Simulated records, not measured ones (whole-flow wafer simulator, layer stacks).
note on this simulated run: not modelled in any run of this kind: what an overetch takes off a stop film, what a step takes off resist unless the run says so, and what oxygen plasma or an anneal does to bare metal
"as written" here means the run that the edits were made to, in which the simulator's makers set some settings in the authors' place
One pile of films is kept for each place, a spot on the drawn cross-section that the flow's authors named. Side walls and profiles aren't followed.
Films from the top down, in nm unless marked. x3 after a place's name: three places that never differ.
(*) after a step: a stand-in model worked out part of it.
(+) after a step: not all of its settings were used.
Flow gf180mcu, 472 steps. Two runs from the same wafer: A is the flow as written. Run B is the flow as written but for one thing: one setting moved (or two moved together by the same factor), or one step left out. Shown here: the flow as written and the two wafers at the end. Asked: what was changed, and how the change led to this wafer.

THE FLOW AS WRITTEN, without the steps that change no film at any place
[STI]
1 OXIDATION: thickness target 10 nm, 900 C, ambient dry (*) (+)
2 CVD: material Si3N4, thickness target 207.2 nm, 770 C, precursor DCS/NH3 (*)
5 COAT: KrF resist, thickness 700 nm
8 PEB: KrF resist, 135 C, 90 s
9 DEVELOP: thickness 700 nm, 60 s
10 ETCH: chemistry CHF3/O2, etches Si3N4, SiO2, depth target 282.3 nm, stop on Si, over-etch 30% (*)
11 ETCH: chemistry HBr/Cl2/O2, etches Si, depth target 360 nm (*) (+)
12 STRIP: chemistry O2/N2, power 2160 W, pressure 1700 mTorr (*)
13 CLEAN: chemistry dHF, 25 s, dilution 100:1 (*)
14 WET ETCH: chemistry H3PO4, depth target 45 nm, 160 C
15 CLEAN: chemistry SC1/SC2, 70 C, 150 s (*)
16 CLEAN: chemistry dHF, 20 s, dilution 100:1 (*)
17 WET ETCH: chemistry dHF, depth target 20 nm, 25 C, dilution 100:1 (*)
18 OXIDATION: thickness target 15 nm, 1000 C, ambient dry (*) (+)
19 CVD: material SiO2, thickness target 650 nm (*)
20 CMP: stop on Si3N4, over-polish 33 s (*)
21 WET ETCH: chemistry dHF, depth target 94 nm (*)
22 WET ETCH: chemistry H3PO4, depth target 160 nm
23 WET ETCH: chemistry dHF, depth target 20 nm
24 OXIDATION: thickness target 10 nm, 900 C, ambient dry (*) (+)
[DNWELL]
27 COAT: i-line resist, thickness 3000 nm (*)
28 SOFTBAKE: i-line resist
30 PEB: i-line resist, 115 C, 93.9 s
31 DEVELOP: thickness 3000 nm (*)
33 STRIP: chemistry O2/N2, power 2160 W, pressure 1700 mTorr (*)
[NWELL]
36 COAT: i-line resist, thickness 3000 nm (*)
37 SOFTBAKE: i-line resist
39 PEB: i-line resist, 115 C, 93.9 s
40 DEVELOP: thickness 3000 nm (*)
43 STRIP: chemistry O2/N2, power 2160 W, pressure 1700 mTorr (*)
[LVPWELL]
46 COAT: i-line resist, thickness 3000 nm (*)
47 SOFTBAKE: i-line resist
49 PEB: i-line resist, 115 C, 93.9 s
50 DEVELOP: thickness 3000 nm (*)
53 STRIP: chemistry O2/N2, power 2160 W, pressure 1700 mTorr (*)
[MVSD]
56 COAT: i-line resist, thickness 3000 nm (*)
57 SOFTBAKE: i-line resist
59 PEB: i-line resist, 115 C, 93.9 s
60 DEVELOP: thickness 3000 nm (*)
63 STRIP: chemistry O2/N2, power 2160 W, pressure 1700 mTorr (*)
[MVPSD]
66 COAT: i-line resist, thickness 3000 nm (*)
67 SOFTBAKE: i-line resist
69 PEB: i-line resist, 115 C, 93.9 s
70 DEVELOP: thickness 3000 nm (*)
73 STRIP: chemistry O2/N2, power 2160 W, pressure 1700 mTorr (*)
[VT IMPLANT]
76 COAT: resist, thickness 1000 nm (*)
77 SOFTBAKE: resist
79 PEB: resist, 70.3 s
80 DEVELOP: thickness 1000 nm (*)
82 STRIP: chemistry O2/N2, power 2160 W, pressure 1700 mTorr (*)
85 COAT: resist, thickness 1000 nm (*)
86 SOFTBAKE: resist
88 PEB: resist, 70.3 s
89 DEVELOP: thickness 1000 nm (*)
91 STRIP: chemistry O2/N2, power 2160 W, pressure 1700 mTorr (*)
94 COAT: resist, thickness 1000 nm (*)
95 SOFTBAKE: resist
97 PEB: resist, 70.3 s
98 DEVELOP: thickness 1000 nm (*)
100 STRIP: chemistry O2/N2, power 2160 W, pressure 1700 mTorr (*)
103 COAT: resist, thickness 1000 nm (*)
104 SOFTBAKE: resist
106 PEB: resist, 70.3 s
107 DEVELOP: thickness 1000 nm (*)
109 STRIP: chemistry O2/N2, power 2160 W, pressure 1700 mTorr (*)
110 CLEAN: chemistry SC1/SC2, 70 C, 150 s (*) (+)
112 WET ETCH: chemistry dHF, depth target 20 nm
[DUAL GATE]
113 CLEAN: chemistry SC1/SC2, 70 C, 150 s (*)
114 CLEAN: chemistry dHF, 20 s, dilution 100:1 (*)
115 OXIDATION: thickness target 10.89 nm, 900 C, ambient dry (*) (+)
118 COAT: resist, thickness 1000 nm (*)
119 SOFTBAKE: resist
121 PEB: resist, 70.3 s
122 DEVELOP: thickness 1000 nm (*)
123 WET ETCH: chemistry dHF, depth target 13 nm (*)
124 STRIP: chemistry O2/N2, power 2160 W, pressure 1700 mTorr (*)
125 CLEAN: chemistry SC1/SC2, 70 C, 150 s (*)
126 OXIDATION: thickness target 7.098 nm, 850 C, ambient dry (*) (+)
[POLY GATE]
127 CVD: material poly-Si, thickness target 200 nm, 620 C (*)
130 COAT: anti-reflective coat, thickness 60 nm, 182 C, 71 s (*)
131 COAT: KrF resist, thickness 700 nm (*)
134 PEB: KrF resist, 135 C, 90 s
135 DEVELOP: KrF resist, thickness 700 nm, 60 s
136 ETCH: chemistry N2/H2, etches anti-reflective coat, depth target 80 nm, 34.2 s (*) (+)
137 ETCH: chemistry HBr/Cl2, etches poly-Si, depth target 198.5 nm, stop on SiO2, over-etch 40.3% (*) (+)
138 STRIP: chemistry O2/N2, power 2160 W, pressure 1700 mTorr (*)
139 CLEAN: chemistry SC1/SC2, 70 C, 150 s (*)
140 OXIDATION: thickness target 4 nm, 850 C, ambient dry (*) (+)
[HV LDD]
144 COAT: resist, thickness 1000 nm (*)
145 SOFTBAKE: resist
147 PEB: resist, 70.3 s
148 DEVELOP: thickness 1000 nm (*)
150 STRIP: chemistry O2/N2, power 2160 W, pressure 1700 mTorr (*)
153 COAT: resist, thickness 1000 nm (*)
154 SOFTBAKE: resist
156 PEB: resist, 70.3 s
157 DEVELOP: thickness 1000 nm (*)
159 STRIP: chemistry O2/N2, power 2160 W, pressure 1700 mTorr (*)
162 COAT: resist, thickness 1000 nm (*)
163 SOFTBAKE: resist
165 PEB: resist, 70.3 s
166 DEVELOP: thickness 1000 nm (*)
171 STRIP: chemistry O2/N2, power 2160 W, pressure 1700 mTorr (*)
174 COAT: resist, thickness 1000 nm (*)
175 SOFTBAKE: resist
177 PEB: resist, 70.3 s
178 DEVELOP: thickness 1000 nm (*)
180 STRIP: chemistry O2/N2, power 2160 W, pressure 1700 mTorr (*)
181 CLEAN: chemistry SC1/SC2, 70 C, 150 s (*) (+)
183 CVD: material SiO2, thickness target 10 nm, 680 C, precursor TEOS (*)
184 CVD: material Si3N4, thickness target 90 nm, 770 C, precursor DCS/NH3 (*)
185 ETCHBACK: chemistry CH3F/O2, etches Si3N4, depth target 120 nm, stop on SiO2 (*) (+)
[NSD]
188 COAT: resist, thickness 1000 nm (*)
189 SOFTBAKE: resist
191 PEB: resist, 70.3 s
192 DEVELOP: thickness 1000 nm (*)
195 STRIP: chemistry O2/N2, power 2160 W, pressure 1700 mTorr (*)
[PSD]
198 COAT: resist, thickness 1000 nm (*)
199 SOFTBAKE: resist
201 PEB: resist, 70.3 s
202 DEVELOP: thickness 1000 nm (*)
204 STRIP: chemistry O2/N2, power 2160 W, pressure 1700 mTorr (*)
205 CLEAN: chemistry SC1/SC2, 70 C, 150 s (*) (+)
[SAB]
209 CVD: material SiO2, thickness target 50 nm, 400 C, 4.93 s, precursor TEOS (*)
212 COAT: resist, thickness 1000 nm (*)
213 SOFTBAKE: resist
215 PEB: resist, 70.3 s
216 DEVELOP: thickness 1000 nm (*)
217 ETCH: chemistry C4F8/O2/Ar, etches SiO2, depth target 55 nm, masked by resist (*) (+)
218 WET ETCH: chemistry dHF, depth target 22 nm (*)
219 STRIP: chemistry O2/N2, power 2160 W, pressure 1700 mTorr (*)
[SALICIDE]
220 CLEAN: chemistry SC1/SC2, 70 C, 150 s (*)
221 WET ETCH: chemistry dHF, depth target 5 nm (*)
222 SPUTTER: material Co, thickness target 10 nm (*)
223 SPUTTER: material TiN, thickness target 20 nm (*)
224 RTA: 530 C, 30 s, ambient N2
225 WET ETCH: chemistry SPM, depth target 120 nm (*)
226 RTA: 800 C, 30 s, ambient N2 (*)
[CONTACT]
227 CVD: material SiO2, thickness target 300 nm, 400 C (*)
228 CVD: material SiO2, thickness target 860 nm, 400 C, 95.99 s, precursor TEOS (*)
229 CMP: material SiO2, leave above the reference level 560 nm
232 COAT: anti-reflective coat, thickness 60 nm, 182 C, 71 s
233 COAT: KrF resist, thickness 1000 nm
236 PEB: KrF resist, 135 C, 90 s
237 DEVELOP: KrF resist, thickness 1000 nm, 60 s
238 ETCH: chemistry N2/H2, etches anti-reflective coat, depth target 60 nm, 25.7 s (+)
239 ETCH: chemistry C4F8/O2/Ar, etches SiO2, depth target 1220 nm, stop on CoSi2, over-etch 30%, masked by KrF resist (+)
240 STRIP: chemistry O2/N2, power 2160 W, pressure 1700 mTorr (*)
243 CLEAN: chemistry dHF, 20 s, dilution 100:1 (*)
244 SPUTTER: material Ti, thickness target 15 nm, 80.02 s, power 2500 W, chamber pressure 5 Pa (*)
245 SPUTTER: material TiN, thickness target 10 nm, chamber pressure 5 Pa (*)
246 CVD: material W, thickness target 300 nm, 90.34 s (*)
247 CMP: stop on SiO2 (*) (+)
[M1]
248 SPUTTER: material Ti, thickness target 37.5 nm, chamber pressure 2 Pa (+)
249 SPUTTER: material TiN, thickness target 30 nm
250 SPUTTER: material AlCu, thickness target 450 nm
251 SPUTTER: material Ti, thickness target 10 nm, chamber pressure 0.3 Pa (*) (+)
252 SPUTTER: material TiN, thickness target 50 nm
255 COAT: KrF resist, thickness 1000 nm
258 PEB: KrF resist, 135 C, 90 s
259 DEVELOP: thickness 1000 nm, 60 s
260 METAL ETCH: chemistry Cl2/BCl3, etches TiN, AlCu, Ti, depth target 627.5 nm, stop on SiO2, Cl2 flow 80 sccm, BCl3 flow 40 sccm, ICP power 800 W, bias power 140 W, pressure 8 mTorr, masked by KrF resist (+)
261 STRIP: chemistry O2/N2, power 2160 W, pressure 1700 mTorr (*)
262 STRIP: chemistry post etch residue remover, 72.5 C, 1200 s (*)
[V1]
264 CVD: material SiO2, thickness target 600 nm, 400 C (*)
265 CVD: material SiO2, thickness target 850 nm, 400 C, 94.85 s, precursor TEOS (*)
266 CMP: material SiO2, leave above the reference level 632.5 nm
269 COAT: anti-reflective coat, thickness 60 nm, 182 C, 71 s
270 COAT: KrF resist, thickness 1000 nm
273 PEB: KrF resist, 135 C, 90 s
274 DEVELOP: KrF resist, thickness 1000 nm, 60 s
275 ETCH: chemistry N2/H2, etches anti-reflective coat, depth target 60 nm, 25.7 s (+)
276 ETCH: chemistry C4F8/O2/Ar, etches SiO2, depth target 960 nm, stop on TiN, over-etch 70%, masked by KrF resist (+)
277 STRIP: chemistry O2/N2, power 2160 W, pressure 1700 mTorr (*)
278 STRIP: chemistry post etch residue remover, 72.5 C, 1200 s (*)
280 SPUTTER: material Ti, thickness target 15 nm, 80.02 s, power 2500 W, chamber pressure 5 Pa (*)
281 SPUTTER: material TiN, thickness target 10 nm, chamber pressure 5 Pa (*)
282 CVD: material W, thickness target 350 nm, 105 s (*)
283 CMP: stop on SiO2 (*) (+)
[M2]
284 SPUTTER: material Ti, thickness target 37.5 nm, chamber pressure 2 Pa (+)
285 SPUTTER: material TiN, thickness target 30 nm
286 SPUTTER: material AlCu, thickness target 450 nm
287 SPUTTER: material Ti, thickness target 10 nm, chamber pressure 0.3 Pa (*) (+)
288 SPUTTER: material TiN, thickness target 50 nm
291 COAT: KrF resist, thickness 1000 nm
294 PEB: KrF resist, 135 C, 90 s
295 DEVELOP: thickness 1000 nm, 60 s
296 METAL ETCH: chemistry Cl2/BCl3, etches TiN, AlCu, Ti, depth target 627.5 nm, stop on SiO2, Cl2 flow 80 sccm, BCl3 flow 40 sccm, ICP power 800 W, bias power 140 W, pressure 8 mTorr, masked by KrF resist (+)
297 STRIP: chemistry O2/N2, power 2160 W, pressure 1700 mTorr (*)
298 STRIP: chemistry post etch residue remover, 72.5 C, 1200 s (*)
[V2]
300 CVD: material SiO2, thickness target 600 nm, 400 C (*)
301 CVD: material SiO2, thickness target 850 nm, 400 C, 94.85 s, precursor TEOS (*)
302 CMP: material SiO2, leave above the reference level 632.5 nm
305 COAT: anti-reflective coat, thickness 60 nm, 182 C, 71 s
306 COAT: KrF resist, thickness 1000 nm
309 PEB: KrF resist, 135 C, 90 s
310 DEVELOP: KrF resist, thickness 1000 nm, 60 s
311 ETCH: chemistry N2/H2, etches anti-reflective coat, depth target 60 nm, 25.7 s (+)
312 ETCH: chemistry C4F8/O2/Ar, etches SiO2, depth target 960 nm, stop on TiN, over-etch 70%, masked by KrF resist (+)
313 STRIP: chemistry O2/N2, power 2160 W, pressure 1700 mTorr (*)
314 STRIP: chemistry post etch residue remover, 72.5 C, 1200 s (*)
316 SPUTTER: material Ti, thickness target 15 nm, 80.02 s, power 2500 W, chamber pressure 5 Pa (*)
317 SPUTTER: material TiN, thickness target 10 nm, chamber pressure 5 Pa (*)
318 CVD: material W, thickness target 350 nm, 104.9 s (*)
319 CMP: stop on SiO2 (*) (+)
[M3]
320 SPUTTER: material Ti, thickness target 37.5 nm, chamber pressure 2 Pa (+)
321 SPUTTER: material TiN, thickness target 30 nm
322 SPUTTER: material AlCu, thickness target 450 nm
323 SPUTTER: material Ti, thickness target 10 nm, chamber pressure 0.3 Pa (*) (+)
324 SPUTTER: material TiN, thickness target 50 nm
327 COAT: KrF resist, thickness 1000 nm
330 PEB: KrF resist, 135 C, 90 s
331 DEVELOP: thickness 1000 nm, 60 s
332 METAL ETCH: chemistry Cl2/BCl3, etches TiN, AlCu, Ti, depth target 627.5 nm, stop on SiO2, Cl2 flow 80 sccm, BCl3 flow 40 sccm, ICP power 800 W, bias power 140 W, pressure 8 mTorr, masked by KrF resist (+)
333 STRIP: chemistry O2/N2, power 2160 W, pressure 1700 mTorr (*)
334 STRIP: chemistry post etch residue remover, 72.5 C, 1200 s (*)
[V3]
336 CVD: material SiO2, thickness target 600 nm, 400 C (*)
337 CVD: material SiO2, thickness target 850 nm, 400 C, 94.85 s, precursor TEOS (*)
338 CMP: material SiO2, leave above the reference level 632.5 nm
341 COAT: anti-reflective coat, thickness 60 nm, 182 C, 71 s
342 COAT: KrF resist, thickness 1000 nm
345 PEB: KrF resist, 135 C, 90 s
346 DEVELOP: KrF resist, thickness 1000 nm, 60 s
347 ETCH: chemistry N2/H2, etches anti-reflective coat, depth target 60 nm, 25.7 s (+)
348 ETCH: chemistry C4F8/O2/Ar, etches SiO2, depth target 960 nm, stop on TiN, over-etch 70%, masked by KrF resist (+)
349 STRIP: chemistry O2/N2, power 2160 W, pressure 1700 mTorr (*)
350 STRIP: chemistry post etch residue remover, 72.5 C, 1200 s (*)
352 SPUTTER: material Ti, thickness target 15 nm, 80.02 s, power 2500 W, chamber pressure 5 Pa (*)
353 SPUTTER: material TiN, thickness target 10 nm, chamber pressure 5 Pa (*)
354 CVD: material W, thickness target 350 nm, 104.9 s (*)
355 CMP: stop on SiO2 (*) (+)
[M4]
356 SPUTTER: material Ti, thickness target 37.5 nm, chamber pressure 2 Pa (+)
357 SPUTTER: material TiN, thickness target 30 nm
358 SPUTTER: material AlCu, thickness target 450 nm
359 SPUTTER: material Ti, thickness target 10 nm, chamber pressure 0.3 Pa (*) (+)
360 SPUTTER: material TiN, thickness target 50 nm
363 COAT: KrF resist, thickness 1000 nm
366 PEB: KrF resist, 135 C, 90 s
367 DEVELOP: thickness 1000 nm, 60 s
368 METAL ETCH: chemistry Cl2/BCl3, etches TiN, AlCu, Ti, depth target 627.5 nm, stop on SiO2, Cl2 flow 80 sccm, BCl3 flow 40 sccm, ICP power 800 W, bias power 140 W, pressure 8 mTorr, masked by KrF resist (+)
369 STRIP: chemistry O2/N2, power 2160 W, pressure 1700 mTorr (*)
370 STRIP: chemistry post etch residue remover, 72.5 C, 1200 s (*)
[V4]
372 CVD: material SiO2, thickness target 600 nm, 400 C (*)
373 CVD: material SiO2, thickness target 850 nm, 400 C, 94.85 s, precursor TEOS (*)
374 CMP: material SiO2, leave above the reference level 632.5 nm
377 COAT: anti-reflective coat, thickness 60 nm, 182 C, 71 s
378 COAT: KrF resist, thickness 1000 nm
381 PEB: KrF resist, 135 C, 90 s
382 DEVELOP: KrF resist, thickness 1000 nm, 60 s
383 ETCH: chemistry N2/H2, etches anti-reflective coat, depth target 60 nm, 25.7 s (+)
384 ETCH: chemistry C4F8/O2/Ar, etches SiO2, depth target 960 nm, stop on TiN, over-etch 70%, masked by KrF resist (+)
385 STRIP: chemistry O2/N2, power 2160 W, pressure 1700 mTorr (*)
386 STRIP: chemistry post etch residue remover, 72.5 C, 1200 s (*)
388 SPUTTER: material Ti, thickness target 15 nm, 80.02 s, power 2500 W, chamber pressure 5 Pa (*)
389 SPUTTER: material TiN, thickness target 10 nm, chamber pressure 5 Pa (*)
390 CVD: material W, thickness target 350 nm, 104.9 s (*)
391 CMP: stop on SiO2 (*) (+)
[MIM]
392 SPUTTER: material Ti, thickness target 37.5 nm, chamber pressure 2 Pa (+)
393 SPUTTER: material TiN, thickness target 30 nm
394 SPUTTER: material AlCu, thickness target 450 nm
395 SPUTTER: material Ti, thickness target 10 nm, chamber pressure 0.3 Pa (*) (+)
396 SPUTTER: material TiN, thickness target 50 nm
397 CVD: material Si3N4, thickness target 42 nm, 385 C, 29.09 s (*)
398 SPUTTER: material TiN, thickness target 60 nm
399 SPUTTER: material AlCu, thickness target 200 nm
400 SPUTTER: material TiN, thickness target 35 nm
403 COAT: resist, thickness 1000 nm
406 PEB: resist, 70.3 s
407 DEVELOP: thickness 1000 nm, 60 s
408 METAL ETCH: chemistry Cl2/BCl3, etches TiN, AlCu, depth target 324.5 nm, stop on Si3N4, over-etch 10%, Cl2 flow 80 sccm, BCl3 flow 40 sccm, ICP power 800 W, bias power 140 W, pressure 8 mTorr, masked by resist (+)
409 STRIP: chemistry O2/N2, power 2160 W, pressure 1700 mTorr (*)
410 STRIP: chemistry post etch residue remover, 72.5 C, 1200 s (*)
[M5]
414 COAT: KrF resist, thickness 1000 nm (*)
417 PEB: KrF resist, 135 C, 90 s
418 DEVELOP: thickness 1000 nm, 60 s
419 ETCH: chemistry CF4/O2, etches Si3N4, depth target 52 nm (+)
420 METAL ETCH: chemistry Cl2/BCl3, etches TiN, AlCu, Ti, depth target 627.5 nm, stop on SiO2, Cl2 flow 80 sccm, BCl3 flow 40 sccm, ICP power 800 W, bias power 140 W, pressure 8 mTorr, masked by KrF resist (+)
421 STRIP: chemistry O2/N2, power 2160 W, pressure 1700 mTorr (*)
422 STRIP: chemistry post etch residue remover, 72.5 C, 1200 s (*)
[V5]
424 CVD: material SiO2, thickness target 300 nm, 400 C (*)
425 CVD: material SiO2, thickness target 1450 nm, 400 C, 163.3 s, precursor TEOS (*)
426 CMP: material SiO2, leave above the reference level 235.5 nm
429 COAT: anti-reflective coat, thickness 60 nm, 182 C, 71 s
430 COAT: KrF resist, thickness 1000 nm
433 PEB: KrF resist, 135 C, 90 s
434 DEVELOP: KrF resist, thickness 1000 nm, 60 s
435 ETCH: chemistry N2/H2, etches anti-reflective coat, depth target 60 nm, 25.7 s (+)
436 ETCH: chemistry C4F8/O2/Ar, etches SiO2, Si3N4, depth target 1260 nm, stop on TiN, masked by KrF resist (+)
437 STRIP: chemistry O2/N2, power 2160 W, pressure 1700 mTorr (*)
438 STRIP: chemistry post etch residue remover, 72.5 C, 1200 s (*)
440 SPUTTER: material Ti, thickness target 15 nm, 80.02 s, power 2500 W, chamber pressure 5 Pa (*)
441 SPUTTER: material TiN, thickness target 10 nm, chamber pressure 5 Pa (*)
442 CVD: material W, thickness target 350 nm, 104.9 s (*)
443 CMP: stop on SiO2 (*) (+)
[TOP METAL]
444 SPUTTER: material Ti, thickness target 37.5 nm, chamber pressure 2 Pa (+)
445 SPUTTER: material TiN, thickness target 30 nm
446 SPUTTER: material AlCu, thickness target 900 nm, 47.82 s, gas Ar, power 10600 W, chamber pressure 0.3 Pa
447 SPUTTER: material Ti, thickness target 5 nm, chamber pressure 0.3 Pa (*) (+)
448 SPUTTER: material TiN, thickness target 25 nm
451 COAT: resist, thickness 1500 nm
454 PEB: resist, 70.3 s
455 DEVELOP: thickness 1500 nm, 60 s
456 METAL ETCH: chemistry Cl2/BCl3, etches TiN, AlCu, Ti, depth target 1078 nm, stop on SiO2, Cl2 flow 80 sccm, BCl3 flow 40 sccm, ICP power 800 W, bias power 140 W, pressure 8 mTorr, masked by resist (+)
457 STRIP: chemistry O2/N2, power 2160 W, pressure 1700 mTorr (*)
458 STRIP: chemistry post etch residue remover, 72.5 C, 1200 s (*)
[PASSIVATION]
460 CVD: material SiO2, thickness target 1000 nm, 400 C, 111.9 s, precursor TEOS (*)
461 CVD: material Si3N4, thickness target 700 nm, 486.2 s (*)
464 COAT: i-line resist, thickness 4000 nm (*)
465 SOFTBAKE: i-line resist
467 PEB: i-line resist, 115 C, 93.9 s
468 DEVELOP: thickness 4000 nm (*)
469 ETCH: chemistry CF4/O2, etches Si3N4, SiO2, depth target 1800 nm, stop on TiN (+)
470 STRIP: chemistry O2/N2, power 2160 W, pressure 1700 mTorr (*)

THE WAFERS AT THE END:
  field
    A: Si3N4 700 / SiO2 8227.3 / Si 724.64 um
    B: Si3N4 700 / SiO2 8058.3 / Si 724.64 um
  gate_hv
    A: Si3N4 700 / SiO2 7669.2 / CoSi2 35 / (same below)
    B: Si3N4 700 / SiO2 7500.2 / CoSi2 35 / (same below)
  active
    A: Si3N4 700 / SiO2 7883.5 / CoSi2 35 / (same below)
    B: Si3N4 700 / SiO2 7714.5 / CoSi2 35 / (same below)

The cause: step 358, SPUTTER: thickness target 281 nm was run, where the flow has thickness target 450 nm.

How the change led to this, step by step:
  358 SPUTTER: material AlCu, thickness target 450 nm
      field, field__w1, field__w2 and 108 more: A AlCu +450 (new film) | B AlCu +281 (new film)
  368 METAL ETCH: chemistry Cl2/BCl3, etches TiN, AlCu, Ti, depth target 627.5 nm, stop on SiO2, Cl2 flow 80 sccm, BCl3 flow 40 sccm, ICP power 800 W, bias power 140 W, pressure 8 mTorr, masked by KrF resist (+)
      field, field__w1, field__w2 and 103 more: A TiN -50 (all of it), Ti -10 (all of it), AlCu -450 (all of it), TiN -30 (all of it), Ti -37.5 (all of it) | B TiN -50 (all of it), Ti -10 (all of it), AlCu -281 (all of it), TiN -30 (all of it), Ti -37.5 (all of it)
      field__w8, contact, m1, m1__w1, m1_nw: A KrF resist -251 | B KrF resist -245.1
  374 CMP: material SiO2, leave above the reference level 632.5 nm
      field, field__w1, field__w2 and 103 more: A SiO2 -300 | B SiO2 -469
